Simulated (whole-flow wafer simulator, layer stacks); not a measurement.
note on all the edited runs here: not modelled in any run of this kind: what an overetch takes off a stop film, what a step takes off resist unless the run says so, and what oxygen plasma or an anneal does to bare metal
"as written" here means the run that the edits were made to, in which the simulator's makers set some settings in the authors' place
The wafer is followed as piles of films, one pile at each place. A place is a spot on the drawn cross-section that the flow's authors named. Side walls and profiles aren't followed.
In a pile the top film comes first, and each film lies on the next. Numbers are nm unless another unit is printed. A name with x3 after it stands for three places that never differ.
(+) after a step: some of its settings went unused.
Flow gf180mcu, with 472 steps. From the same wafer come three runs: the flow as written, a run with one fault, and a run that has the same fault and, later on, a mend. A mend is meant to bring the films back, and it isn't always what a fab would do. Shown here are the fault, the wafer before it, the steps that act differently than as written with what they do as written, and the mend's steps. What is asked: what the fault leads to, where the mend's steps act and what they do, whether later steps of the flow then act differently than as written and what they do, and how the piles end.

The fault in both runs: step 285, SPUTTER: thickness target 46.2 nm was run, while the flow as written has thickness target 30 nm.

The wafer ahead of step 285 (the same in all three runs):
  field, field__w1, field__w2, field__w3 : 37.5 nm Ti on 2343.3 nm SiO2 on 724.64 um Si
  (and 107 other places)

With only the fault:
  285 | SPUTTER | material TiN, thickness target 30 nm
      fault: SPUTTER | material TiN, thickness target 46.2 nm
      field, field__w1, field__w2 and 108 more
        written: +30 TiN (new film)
        fault: +46.2 TiN (new film)
  Steps later in the flow that act otherwise than as written:
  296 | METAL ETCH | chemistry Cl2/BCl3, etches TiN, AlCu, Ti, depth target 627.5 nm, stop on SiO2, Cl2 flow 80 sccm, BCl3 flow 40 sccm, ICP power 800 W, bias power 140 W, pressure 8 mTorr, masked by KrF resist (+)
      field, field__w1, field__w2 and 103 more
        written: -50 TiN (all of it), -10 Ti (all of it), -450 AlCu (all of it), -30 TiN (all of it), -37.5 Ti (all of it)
        fault: -50 TiN (all of it), -10 Ti (all of it), -450 AlCu (all of it), -46.2 TiN (all of it), -37.5 Ti (all of it)
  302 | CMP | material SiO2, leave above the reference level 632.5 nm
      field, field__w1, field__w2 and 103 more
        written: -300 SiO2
        fault: -283.8 SiO2
  The piles end different from the flow's at field__w8, contact, m1, m1__w1, m1_nw by more than 2% or 0.5 nm, whichever is larger.
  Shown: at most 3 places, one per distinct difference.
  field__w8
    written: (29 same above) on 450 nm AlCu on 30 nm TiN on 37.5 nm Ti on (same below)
    fault: (29 same above) on 450 nm AlCu on 46.2 nm TiN on 37.5 nm Ti on (same below)
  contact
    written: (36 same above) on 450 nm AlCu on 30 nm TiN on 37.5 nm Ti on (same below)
    fault: (36 same above) on 450 nm AlCu on 46.2 nm TiN on 37.5 nm Ti on (same below)

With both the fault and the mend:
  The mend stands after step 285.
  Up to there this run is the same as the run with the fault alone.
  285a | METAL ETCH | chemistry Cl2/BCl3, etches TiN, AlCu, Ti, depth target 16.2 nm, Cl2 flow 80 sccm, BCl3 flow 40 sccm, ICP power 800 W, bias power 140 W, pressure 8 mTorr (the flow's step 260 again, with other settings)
      field, field__w1, field__w2 and 108 more
        -16.2 TiN
  Every later step of the flow that is run acts as written at every place that is followed.
  The piles end the same as the flow's at every place that both follow.
